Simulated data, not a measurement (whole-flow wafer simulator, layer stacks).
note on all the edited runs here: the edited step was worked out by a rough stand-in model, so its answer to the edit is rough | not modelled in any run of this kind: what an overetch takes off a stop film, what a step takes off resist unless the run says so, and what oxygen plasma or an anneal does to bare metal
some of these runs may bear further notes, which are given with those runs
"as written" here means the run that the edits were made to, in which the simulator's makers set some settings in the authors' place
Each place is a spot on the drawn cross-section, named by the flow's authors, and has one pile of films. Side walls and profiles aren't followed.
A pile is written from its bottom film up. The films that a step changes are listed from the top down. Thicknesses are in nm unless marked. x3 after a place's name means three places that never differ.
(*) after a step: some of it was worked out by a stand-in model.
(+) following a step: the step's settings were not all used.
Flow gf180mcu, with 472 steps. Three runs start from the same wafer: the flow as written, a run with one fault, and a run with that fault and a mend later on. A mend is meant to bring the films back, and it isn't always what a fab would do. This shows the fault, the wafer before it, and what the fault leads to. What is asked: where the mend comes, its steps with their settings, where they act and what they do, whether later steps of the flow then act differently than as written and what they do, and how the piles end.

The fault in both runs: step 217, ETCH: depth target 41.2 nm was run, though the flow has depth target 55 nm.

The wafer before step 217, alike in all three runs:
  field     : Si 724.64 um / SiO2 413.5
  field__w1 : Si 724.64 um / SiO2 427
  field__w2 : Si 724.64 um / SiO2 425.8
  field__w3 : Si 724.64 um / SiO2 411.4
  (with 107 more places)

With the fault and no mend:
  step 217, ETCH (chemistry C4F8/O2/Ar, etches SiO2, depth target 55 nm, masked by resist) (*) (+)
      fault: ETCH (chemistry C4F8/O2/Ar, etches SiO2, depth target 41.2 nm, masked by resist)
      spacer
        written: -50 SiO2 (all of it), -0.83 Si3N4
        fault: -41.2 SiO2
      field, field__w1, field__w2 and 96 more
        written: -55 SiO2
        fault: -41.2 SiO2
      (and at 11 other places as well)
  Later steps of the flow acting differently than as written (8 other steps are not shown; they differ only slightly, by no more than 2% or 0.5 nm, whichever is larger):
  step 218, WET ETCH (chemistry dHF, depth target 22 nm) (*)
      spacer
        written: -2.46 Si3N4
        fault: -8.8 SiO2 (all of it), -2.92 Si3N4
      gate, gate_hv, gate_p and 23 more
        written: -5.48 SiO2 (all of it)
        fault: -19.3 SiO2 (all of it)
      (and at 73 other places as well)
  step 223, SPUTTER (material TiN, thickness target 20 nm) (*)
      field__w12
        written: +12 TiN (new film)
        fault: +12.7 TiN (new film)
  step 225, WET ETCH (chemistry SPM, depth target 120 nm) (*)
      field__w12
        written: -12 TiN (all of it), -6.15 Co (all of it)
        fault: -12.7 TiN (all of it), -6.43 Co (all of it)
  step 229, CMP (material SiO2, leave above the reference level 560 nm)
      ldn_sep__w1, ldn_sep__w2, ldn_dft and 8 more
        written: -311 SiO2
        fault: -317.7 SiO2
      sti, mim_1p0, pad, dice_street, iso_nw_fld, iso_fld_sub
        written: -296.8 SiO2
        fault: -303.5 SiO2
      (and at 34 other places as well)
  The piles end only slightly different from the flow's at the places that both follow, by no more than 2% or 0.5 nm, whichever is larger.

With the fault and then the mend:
  The mend stands after step 217.
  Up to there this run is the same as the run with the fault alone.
  step 217a, ETCH (chemistry C4F8/O2/Ar, etches SiO2, depth target 13.8 nm, masked by resist) (*) (+) (the flow's step 217 again, with other settings)
      field, field__w1, field__w2 and 96 more
        -13.8 SiO2
      field__w5, field__w9, field__w13 and 8 more
        -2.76 resist
      spacer
        -8.8 SiO2 (all of it), -0.83 Si3N4
  Later steps of the flow that are run all act as written at every place that is followed.
  At every place that both follow, the piles at the end match the flow's.
